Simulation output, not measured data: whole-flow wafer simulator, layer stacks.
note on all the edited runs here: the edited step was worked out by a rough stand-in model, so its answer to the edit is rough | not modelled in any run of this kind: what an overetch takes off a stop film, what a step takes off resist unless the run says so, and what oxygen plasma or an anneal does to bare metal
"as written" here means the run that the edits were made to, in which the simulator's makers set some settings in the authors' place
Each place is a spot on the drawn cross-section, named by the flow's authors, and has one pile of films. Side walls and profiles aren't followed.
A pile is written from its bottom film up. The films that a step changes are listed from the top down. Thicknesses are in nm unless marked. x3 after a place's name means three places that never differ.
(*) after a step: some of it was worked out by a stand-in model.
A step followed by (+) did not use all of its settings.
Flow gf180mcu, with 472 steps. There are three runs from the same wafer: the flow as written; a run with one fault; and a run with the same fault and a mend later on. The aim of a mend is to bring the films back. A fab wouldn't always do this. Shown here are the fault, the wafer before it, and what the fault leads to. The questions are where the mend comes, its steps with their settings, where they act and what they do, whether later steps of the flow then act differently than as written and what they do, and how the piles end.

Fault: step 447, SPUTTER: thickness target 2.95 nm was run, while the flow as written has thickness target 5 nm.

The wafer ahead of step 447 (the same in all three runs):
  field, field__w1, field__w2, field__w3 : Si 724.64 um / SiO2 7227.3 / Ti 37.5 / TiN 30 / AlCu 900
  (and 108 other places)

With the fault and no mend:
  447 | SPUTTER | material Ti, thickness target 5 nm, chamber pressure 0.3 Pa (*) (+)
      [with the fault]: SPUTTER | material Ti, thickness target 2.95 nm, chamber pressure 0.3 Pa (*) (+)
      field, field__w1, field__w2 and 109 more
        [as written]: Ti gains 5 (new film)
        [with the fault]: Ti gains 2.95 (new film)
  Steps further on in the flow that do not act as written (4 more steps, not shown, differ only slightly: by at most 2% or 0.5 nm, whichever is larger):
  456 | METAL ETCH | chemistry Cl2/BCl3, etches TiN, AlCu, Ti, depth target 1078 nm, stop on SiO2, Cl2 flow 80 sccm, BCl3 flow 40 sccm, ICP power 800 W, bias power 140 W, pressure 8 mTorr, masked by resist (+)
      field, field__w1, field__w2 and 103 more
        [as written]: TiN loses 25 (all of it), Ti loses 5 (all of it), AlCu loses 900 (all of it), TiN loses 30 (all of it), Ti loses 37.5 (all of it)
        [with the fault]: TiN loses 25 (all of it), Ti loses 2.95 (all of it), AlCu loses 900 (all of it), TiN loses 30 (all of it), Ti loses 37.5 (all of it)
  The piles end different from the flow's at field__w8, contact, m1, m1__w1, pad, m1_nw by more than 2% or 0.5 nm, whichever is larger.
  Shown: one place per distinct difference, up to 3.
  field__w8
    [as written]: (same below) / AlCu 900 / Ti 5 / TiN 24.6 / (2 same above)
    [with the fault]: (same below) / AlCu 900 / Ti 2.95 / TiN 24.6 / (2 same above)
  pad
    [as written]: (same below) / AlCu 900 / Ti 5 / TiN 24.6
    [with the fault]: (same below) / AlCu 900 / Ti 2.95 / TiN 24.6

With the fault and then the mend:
  The mend stands after step 447.
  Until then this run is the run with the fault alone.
  447a | SPUTTER | material Ti, thickness target 2.05 nm, chamber pressure 0.3 Pa (*) (+) (the flow's step 447, run once more with other settings)
      field, field__w1, field__w2 and 109 more
        Ti gains 2.05
  Every later step of the flow that is run acts as written at every place that is followed.
  By the end, the piles equal the flow's at every place that both follow.
